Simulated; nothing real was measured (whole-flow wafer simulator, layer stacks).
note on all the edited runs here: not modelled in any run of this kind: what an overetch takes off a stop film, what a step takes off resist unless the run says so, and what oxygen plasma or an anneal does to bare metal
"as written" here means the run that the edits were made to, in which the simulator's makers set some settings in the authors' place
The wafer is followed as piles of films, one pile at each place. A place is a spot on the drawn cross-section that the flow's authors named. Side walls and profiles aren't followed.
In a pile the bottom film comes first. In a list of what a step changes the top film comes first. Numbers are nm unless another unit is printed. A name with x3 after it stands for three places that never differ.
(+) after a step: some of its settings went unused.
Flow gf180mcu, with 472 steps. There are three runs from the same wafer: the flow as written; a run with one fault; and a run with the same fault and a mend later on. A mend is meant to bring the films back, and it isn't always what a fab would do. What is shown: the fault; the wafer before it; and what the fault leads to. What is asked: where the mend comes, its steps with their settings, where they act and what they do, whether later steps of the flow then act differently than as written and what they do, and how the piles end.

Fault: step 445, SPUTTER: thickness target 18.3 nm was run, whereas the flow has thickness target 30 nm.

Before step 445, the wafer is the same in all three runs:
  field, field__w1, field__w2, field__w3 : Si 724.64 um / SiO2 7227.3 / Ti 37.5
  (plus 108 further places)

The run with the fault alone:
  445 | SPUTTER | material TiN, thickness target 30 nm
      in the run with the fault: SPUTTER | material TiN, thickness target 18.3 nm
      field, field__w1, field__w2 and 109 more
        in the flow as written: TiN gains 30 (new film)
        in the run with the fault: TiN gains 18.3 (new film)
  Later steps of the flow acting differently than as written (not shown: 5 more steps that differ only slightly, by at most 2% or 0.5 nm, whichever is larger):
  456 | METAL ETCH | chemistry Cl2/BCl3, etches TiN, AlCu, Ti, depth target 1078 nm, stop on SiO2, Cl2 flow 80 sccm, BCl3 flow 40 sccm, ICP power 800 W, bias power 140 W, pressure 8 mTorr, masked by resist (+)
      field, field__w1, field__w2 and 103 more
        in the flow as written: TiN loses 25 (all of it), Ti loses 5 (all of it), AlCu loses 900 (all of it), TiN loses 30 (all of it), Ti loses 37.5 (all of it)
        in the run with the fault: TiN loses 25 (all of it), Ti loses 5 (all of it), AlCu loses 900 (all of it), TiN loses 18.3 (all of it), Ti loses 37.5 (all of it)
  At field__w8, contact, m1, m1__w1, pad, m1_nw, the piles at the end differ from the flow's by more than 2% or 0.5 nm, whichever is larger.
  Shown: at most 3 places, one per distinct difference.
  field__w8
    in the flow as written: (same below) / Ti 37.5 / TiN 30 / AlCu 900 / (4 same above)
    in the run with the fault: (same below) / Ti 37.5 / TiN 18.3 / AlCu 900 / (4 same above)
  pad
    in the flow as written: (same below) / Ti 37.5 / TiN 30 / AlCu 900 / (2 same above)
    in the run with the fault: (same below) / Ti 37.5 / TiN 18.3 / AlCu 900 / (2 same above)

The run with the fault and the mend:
  The mend stands after step 445.
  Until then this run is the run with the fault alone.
  445a | SPUTTER | material TiN, thickness target 11.7 nm (the flow's step 445, run once more with other settings)
      field, field__w1, field__w2 and 109 more
        TiN gains 11.7
  None of the later steps of the flow acts differently than as written at any place that is followed.
  By the end, the piles equal the flow's at every place that both follow.
